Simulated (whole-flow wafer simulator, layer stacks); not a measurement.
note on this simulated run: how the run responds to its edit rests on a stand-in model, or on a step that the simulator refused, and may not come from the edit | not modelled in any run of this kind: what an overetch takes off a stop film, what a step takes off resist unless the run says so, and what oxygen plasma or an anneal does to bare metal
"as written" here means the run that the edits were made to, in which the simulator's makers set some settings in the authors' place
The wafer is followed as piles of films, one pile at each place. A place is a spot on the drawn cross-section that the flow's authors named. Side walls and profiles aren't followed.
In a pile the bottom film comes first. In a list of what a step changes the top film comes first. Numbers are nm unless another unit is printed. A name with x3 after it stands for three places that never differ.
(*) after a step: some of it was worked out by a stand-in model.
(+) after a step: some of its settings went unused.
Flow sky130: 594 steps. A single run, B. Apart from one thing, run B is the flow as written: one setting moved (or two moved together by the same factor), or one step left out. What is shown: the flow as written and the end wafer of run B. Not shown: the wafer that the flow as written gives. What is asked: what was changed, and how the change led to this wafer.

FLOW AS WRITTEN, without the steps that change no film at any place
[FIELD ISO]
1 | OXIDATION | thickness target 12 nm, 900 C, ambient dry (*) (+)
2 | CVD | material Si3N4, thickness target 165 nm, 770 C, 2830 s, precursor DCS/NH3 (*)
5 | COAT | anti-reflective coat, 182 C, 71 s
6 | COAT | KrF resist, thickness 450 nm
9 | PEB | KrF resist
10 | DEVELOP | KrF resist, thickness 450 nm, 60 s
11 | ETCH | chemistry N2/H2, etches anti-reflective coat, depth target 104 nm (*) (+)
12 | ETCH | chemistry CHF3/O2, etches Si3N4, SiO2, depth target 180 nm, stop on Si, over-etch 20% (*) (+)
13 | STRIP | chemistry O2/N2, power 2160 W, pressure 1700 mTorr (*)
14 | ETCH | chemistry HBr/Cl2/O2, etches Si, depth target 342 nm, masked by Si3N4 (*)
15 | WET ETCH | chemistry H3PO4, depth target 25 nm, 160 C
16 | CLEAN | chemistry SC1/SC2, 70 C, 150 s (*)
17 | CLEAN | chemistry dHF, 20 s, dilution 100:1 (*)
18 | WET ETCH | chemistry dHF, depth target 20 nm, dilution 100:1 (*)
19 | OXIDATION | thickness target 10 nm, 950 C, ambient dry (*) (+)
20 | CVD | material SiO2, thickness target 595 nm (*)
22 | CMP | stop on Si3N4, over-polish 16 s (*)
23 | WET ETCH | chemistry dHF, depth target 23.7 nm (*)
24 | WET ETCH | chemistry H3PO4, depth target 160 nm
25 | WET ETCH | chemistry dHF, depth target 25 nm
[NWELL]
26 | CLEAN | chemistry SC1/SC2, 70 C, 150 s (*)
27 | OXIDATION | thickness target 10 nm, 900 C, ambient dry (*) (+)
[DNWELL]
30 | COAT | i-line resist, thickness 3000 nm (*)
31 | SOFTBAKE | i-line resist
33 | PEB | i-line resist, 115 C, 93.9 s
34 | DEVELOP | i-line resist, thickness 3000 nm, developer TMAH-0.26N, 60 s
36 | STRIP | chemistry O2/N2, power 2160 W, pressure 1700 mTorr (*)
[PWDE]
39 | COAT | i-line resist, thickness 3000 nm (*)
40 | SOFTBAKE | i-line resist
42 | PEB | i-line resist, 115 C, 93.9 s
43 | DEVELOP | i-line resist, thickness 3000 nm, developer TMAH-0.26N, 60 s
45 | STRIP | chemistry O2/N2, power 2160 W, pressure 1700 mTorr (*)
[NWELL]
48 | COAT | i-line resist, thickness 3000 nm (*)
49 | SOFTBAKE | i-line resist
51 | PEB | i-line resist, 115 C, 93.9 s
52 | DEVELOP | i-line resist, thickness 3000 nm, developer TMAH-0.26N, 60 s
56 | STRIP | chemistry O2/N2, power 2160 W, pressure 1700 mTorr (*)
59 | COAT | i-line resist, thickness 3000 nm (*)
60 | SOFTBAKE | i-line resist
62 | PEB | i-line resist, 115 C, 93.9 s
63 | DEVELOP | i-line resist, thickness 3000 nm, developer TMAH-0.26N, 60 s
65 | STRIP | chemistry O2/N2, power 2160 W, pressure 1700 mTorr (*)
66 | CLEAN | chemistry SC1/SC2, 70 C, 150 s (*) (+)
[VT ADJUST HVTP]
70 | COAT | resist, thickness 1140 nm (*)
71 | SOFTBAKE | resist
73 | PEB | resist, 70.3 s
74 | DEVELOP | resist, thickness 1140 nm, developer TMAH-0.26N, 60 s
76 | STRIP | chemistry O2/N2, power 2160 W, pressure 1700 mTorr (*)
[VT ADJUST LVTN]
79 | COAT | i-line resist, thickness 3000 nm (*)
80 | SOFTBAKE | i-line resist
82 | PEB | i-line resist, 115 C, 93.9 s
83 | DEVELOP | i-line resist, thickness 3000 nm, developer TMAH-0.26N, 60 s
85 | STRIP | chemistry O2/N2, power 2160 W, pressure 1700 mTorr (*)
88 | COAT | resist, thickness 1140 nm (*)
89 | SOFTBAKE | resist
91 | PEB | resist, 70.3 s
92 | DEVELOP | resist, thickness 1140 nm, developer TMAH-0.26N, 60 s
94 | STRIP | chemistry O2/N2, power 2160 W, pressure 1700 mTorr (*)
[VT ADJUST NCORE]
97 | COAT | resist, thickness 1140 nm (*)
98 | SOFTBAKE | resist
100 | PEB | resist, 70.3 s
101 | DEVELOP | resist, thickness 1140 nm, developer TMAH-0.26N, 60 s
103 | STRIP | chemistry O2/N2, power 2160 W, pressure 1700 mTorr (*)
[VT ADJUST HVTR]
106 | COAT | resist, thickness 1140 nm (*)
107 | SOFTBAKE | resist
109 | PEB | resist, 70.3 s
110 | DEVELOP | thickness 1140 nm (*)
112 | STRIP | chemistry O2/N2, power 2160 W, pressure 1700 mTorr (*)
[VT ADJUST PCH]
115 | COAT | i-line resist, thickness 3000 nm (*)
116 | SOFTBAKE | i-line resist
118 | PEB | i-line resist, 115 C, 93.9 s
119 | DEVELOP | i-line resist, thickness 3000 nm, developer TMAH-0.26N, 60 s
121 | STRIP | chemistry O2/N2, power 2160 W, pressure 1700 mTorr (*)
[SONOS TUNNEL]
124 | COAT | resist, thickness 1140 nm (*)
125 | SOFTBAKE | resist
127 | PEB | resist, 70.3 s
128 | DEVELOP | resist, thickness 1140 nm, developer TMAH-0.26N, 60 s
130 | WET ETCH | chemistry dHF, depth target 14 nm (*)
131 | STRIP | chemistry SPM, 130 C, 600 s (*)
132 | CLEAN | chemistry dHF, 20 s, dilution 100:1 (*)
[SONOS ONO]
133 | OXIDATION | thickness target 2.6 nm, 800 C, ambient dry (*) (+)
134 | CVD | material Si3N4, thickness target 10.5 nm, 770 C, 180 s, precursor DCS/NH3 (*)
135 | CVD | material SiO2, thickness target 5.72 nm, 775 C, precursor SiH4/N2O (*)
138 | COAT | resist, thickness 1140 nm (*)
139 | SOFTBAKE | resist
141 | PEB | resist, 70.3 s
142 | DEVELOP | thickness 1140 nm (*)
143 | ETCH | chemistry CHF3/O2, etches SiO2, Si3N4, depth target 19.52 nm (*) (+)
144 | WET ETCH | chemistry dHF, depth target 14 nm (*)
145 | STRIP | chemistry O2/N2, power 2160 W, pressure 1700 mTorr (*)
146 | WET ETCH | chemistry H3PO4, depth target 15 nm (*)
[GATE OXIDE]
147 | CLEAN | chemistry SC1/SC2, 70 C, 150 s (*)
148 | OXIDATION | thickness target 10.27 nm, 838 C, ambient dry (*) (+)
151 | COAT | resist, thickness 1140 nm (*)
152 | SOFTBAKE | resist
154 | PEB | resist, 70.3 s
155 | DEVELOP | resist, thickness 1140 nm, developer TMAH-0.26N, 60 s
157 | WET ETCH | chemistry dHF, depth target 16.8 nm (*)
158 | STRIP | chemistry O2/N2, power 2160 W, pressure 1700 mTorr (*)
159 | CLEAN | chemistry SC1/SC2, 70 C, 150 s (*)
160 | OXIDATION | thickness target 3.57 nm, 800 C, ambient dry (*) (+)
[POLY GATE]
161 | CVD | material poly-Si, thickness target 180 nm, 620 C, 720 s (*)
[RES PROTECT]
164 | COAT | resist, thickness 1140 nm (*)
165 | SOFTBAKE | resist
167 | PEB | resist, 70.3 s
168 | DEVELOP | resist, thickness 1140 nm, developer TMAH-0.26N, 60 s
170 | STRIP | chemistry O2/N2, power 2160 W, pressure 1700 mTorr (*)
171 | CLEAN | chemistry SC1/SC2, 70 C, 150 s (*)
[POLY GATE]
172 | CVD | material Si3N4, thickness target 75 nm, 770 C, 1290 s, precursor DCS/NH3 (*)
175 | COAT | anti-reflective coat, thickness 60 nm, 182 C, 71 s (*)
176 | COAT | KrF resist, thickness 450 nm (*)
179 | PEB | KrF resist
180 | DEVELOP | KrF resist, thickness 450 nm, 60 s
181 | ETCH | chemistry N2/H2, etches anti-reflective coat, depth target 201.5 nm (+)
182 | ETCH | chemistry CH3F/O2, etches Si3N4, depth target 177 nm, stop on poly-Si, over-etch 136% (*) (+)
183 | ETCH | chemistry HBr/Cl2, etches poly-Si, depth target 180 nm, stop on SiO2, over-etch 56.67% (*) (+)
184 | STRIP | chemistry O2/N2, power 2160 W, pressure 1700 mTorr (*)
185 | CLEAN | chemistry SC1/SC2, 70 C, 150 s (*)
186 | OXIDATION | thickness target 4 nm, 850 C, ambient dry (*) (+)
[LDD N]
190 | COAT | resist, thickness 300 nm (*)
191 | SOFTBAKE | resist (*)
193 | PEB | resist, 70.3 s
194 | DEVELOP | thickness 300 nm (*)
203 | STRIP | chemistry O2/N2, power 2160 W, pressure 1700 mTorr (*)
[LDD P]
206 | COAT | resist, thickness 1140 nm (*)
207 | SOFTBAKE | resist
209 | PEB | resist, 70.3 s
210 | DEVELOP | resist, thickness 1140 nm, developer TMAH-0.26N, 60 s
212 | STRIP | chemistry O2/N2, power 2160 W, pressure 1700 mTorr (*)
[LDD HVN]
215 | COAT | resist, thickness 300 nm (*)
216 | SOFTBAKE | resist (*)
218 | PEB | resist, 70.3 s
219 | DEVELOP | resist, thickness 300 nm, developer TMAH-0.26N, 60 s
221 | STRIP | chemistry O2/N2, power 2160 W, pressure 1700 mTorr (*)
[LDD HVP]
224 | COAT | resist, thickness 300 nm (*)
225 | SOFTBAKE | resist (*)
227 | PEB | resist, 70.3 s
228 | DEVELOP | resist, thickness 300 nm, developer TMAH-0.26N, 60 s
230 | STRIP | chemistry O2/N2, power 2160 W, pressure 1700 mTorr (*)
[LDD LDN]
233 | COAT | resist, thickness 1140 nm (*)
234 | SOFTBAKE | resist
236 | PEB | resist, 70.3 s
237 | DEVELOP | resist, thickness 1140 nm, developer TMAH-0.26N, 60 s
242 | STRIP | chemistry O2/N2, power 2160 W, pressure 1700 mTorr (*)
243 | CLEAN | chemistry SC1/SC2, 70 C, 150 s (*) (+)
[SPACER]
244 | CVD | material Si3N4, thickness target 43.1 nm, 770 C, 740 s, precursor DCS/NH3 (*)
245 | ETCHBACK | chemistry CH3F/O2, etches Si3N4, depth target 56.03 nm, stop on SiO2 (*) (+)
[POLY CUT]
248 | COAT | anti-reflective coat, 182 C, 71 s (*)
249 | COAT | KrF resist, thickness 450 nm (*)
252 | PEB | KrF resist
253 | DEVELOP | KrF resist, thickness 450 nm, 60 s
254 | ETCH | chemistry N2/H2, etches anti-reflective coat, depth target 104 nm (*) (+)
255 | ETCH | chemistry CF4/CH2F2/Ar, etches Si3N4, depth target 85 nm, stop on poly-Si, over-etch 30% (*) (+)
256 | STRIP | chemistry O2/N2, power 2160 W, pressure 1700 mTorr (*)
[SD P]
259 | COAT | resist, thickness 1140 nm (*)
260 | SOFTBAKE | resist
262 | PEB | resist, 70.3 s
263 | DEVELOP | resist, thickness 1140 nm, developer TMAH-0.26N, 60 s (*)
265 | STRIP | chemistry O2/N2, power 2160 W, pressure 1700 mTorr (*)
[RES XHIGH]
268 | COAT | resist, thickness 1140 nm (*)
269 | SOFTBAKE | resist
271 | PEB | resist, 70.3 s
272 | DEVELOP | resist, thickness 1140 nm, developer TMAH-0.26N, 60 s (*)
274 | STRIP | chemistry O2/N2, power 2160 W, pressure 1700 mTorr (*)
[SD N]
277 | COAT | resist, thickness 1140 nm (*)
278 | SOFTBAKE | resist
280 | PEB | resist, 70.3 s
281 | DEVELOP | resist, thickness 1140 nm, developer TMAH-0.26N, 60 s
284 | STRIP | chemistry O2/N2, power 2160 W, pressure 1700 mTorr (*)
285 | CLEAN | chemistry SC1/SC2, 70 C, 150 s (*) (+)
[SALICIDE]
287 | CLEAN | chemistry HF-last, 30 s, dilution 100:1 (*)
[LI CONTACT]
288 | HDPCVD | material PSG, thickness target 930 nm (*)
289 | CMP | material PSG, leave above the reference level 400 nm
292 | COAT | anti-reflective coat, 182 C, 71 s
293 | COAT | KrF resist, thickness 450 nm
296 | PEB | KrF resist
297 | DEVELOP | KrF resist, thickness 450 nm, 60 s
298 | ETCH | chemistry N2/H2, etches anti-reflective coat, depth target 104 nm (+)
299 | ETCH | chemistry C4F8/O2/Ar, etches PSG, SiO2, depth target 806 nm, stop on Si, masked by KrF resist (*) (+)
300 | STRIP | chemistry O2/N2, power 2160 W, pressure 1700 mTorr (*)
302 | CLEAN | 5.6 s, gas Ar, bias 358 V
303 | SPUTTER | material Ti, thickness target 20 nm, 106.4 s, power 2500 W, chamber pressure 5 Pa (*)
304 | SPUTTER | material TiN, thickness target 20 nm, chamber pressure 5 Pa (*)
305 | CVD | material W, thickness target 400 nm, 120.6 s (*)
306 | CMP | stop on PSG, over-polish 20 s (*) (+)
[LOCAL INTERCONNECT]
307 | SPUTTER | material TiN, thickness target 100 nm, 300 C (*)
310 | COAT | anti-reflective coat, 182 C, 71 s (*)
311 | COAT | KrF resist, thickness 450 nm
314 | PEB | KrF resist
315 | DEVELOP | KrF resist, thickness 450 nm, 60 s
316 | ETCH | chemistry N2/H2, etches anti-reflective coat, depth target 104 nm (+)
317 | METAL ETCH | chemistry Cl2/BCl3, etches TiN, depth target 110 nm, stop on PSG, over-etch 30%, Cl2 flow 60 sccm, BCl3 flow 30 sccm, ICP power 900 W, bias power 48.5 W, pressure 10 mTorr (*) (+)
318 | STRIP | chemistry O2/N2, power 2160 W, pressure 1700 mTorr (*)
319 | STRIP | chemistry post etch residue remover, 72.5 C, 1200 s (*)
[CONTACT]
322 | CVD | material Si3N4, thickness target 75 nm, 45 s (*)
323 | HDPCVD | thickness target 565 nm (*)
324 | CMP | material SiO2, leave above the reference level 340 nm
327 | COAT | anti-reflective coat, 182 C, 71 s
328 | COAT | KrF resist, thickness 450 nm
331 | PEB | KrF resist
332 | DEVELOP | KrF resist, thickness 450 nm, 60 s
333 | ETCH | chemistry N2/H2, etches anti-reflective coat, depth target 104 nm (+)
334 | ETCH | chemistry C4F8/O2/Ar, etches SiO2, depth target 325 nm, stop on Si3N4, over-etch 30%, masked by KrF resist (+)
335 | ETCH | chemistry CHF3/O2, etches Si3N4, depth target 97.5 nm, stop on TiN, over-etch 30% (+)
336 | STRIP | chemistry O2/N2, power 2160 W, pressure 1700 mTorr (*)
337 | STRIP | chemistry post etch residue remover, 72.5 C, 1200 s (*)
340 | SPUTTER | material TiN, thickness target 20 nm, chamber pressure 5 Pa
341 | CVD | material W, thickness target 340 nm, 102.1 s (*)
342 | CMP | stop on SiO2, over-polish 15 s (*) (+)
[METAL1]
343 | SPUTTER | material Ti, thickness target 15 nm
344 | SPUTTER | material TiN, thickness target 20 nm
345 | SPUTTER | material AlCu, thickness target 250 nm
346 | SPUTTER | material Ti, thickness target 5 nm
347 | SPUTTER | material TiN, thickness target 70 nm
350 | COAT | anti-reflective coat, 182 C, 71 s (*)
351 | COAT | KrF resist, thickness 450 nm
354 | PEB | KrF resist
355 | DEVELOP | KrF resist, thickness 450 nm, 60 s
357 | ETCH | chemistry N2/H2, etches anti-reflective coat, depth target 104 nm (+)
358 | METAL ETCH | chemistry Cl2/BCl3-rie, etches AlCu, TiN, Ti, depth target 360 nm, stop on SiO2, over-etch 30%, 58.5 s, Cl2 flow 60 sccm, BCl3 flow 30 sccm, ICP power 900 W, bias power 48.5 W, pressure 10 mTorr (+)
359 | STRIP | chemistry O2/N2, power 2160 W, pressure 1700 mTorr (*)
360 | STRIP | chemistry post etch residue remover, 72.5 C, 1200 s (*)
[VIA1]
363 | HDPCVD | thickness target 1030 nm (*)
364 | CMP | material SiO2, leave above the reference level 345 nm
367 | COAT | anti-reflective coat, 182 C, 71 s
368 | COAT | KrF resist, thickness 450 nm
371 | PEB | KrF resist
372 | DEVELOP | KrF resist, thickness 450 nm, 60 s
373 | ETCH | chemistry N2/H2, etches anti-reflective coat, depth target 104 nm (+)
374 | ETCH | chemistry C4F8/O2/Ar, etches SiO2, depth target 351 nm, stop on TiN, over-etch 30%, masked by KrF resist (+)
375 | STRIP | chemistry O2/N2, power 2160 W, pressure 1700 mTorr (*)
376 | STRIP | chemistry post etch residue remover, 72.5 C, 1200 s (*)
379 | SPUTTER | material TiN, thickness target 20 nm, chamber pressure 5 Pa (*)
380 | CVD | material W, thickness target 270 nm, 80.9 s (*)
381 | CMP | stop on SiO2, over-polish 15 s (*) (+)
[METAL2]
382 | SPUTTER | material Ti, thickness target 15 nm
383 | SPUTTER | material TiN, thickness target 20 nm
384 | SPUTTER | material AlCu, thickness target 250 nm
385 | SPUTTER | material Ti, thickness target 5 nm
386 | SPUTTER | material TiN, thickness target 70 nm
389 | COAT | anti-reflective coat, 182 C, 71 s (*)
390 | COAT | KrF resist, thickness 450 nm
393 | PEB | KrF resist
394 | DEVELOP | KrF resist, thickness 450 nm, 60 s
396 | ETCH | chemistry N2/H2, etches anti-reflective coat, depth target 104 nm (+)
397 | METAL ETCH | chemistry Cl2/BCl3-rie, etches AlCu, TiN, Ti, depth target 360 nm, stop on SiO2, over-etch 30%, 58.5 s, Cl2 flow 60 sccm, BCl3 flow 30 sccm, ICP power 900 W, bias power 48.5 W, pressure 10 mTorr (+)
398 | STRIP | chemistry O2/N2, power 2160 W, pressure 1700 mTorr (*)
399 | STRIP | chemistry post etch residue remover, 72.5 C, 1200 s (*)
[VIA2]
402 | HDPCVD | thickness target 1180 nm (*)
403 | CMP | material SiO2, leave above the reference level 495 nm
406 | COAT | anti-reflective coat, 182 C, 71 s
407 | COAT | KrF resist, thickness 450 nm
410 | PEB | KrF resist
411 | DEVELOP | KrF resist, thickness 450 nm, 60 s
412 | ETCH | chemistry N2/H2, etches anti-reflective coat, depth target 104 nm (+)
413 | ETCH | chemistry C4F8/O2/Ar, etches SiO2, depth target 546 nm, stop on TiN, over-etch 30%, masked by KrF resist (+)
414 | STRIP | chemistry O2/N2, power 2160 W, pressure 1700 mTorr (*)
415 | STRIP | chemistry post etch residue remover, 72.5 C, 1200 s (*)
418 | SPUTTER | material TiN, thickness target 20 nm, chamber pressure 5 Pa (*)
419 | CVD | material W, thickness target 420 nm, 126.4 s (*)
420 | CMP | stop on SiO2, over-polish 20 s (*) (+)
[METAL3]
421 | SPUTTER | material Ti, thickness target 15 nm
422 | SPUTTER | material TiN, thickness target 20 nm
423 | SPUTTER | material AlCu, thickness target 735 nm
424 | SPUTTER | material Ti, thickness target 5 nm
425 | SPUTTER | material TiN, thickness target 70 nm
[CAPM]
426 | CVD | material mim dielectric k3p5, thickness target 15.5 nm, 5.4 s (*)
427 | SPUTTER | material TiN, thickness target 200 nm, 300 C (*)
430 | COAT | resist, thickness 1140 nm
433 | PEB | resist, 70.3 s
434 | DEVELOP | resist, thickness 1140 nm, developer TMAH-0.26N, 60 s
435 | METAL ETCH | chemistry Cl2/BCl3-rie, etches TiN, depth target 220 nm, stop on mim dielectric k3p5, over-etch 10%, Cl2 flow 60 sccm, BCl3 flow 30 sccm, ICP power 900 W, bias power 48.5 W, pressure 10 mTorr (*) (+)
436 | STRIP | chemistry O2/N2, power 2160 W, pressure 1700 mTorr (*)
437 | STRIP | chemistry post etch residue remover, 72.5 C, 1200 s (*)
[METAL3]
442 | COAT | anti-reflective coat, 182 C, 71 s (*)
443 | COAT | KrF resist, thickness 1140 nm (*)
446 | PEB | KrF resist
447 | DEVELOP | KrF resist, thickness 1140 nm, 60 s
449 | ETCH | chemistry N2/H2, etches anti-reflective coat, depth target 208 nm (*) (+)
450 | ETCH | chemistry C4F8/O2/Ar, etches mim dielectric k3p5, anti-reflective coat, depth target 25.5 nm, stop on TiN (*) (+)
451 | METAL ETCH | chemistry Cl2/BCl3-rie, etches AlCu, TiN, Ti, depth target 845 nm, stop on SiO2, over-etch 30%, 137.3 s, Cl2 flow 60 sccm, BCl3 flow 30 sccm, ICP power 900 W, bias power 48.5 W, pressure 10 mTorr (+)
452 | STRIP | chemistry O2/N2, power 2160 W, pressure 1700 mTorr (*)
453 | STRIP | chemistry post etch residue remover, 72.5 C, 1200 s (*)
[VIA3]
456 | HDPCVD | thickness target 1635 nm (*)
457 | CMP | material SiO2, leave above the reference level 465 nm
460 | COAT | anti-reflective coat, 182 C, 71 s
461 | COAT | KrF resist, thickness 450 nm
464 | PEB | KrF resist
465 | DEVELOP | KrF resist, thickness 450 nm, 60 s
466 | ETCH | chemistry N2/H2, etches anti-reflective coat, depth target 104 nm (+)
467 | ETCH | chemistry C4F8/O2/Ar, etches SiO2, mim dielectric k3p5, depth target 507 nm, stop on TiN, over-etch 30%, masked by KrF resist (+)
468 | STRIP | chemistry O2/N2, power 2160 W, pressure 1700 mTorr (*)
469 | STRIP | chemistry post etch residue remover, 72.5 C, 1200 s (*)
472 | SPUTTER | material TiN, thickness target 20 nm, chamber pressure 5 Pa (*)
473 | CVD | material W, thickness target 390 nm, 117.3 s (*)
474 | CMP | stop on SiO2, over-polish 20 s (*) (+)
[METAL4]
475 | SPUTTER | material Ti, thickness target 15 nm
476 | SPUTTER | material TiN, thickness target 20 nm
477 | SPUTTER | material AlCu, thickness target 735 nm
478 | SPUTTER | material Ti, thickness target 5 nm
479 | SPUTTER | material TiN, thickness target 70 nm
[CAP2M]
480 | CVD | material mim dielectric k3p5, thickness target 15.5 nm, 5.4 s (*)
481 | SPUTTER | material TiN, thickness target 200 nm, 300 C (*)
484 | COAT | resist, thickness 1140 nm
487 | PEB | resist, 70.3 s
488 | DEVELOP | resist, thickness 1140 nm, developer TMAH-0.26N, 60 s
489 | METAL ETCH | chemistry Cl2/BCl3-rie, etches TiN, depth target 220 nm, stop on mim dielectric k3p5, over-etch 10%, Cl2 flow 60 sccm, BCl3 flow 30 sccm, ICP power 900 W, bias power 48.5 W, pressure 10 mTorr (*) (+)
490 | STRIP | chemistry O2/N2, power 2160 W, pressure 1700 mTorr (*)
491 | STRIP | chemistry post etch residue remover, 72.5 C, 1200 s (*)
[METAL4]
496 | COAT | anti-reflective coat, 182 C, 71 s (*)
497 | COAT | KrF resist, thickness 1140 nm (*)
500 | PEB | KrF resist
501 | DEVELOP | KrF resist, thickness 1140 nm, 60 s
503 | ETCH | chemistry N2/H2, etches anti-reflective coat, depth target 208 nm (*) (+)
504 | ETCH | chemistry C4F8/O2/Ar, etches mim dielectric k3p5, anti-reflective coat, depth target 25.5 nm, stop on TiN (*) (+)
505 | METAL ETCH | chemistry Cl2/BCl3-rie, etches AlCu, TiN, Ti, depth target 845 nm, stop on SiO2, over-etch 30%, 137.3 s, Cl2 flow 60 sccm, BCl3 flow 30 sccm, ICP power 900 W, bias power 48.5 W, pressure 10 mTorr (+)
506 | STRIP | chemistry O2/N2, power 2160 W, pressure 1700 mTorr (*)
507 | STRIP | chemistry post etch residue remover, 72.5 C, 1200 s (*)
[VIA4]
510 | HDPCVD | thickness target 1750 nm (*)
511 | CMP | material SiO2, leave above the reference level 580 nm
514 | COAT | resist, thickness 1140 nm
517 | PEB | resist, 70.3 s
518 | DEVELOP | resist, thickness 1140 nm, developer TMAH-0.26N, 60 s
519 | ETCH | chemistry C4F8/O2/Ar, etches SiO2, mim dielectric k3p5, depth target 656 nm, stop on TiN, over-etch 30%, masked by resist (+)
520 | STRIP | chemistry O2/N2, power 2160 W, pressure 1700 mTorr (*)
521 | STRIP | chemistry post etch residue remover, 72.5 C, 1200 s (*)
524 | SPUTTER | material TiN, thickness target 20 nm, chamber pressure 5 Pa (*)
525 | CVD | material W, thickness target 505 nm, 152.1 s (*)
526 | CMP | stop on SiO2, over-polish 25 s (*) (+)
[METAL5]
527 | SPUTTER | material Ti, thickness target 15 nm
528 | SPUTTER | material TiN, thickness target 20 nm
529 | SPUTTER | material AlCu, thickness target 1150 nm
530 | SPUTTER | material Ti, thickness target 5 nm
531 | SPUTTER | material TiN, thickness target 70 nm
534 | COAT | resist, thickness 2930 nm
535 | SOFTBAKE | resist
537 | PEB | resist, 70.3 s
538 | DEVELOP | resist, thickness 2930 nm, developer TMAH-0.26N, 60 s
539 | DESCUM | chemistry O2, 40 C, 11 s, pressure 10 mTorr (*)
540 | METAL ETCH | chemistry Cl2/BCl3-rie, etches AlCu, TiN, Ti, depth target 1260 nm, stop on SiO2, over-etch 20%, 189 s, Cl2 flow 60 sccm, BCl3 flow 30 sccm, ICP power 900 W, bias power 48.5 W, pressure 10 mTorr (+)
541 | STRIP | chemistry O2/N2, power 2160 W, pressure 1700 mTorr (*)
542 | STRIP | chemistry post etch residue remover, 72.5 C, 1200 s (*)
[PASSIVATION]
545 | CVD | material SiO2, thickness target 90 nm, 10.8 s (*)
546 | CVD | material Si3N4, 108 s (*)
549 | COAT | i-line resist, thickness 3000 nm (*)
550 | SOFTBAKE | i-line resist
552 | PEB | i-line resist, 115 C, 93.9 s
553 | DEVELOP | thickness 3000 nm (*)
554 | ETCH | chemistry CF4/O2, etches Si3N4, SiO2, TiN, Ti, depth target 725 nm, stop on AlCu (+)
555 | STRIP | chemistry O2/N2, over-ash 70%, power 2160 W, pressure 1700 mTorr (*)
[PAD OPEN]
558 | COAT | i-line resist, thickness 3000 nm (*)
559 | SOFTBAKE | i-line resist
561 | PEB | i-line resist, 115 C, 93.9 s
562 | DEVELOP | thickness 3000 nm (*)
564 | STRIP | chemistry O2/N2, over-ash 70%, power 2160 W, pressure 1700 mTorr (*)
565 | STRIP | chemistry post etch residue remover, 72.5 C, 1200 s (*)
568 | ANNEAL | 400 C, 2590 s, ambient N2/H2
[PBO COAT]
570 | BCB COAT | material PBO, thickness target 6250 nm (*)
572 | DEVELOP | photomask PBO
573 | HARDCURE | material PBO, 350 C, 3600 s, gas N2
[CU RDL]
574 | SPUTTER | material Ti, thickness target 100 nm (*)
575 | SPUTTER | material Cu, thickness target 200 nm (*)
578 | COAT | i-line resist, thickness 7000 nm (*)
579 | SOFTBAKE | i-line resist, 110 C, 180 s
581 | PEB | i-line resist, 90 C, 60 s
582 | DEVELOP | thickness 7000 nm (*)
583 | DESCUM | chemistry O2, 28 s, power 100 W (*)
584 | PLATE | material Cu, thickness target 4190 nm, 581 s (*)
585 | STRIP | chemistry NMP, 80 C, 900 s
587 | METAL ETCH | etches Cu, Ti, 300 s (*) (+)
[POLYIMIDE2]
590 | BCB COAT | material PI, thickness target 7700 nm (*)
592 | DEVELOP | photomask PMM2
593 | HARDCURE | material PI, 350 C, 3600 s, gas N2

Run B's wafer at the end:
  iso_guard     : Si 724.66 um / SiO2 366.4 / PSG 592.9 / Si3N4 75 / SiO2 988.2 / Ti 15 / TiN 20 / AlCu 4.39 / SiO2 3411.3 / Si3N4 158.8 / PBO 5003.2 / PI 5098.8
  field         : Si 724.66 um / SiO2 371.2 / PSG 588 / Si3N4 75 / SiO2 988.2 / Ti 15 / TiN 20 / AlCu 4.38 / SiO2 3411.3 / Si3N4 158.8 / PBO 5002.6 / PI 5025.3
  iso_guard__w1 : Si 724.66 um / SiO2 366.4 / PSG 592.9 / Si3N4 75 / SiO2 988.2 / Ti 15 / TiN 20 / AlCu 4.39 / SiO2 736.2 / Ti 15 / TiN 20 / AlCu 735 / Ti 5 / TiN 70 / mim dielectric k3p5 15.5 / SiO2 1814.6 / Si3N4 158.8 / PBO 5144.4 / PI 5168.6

The reason: step 397, METAL ETCH: depth target 241.2 nm was run, while the flow as written has depth target 360 nm; step 397, METAL ETCH: 39.2 s was run, where the flow has 58.5 s.

The path from the change to this, step by step:
  397 | METAL ETCH | chemistry Cl2/BCl3-rie, etches AlCu, TiN, Ti, depth target 360 nm, stop on SiO2, over-etch 30%, 58.5 s, Cl2 flow 60 sccm, BCl3 flow 30 sccm, ICP power 900 W, bias power 48.5 W, pressure 10 mTorr (+)
      field, active, gate and 82 more: -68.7 TiN (all of it), -5 Ti (all of it), -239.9 AlCu (it would be, as written: -68.7 TiN (all of it), -5 Ti (all of it), -250 AlCu (all of it), -20 TiN (all of it), -15 Ti (all of it), -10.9 SiO2)
      n_well, p_well, gate_hv and 103 more: -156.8 KrF resist (it would be, as written: -234 KrF resist)
  398 | STRIP | chemistry O2/N2, power 2160 W, pressure 1700 mTorr (*)
      n_well, p_well, gate_hv and 99 more: -221 KrF resist (all of it), -80 anti-reflective coat (all of it) (it would be, as written: -143.8 KrF resist (all of it), -80 anti-reflective coat (all of it))
      m1, via1_hole: -221.1 KrF resist (all of it), -80.4 anti-reflective coat (all of it) (it would be, as written: -143.9 KrF resist (all of it), -80.4 anti-reflective coat (all of it))
      (and at 2 other places as well)
  399 | STRIP | chemistry post etch residue remover, 72.5 C, 1200 s (*)
      field, active, gate and 82 more: -5.72 AlCu (it would be, as written: nothing)
  402 | HDPCVD | thickness target 1180 nm (*)
      field, active, gate and 82 more: +1180 SiO2 (new film) (it would be, as written: +1180 SiO2)
  403 | CMP | material SiO2, leave above the reference level 495 nm
      field, active, gate and 82 more: -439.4 SiO2 (it would be, as written: -389.1 SiO2)
Taking metal films that touch as one body, iso_guard has 1 body; the flow as written gives 0 bodies.
Taking metal films that touch as one body, field has 1 body; the flow as written gives 0 bodies.
Taking metal films that touch as one body, iso_guard__w1 has 2 bodies (between them, from the top down: SiO2 736.2); the flow as written gives 1 body.
